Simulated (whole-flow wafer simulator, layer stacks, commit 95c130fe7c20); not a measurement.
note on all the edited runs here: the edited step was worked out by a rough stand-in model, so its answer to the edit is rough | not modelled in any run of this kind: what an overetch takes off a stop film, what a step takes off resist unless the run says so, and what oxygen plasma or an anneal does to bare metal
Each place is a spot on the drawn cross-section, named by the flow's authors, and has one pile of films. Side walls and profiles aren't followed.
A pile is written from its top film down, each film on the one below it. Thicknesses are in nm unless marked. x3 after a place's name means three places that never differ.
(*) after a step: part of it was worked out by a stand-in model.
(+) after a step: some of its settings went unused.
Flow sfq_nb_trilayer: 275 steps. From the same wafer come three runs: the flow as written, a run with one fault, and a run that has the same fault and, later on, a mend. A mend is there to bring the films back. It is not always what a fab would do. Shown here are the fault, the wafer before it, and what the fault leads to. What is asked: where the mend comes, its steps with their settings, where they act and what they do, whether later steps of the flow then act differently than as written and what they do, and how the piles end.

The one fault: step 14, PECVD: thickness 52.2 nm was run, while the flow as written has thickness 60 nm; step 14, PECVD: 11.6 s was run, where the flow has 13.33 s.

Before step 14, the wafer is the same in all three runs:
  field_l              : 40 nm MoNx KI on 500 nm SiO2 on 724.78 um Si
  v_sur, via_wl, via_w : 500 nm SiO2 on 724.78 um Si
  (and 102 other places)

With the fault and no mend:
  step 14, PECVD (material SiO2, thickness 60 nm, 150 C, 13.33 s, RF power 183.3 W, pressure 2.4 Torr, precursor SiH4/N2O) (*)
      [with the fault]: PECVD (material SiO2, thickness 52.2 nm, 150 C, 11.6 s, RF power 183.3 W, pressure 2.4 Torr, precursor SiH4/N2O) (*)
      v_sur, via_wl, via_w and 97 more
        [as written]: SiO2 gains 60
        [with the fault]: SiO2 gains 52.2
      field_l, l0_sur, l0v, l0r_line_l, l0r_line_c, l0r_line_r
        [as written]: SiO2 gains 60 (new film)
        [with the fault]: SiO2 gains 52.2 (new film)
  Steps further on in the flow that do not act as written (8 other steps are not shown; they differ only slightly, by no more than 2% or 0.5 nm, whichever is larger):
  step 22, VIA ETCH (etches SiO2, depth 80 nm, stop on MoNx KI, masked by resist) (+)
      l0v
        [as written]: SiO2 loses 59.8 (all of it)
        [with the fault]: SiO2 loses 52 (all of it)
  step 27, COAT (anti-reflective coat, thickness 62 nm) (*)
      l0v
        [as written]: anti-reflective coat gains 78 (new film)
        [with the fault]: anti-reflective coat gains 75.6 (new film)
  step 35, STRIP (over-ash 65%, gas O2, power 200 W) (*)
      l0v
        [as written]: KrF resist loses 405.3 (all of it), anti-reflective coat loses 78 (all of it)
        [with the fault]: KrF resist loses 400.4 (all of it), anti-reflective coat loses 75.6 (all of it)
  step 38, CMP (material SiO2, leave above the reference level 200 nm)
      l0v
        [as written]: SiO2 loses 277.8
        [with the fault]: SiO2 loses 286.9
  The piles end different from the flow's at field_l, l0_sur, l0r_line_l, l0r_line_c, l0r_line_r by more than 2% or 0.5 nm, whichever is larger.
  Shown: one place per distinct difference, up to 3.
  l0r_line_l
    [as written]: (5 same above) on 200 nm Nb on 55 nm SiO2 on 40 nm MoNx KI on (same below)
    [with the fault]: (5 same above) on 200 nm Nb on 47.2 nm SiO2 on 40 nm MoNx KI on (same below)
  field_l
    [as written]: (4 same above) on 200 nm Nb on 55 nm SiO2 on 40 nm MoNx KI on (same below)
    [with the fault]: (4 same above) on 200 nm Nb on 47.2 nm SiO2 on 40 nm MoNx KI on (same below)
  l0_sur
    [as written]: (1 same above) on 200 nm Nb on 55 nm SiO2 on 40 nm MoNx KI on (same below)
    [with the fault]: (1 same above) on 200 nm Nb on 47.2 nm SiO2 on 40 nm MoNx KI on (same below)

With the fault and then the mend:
  After step 14 comes the mend.
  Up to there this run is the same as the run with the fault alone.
  step 14a, PECVD (material SiO2, thickness 7.8 nm, 150 C, 1.733 s, RF power 183.3 W, pressure 2.4 Torr, precursor SiH4/N2O) (a further turn of the flow's step 14, with different settings)
      field_l, v_sur, via_wl and 103 more
        SiO2 gains 7.8
  Every later step of the flow that is run acts as written, at every place that is followed, to within 2% or 0.5 nm, whichever is larger.
  The piles end the same as the flow's at every place that both follow.
